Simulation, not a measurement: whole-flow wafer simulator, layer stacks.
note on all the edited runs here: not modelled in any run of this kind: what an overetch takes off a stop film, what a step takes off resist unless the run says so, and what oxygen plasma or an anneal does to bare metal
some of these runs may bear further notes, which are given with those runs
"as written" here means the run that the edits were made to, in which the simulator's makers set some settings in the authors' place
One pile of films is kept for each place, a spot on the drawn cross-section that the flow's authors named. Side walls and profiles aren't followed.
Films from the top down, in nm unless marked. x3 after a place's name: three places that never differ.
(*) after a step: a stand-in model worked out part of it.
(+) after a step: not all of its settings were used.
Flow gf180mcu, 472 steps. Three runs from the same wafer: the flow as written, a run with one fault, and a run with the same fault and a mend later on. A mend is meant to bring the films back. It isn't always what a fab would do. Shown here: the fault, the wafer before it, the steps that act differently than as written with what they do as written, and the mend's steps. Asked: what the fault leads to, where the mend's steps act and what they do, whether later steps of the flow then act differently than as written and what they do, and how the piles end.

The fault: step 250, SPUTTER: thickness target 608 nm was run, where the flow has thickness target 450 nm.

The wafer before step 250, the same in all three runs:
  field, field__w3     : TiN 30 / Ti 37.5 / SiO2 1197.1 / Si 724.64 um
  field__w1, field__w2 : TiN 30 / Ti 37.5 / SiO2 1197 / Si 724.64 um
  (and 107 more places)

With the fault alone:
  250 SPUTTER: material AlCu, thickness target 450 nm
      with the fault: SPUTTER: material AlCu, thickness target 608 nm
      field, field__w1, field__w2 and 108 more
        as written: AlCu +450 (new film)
        with the fault: AlCu +608 (new film)
  Later steps of the flow that act differently than as written:
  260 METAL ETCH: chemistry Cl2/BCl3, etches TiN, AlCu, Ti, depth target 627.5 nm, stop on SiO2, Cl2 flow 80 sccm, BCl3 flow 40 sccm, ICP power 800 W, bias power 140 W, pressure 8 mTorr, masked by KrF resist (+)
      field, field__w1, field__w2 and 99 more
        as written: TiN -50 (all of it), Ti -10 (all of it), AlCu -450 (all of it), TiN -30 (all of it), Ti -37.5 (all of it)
        with the fault: TiN -50 (all of it), Ti -10 (all of it), AlCu -567.5
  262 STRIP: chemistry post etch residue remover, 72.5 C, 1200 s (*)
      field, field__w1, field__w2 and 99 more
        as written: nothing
        with the fault: AlCu -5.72
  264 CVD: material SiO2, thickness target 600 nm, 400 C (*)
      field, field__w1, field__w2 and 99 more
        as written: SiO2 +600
        with the fault: SiO2 +600 (new film)
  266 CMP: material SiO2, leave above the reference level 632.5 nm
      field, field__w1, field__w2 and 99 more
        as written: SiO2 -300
        with the fault: SiO2 -244.3
  At the end the piles differ from the flow's by more than 2% or 0.5 nm, whichever is larger, at field, field__w1, field__w2 and 109 more.
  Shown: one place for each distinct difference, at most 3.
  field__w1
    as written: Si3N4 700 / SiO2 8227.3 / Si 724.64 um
    with the fault: Si3N4 700 / SiO2 7086 / AlCu 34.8 / TiN 30 / Ti 37.5 / SiO2 1197 / Si 724.64 um
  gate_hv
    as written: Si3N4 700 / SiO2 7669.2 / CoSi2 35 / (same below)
    with the fault: Si3N4 700 / SiO2 7086 / AlCu 34.8 / TiN 30 / Ti 37.5 / SiO2 638.9 / CoSi2 35 / (same below)
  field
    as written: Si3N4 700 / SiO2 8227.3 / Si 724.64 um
    with the fault: Si3N4 700 / SiO2 7086 / AlCu 34.8 / TiN 30 / Ti 37.5 / SiO2 1197.1 / Si 724.64 um

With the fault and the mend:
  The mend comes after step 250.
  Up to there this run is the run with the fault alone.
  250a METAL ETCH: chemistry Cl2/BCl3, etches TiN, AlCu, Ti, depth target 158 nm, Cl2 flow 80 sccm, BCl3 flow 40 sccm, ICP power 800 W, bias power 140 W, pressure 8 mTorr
      field, field__w1, field__w2 and 108 more
        AlCu -158
  No later step of the flow acts differently than as written at any place that is followed.
  At the end the piles are the same as the flow's at every place that both follow.
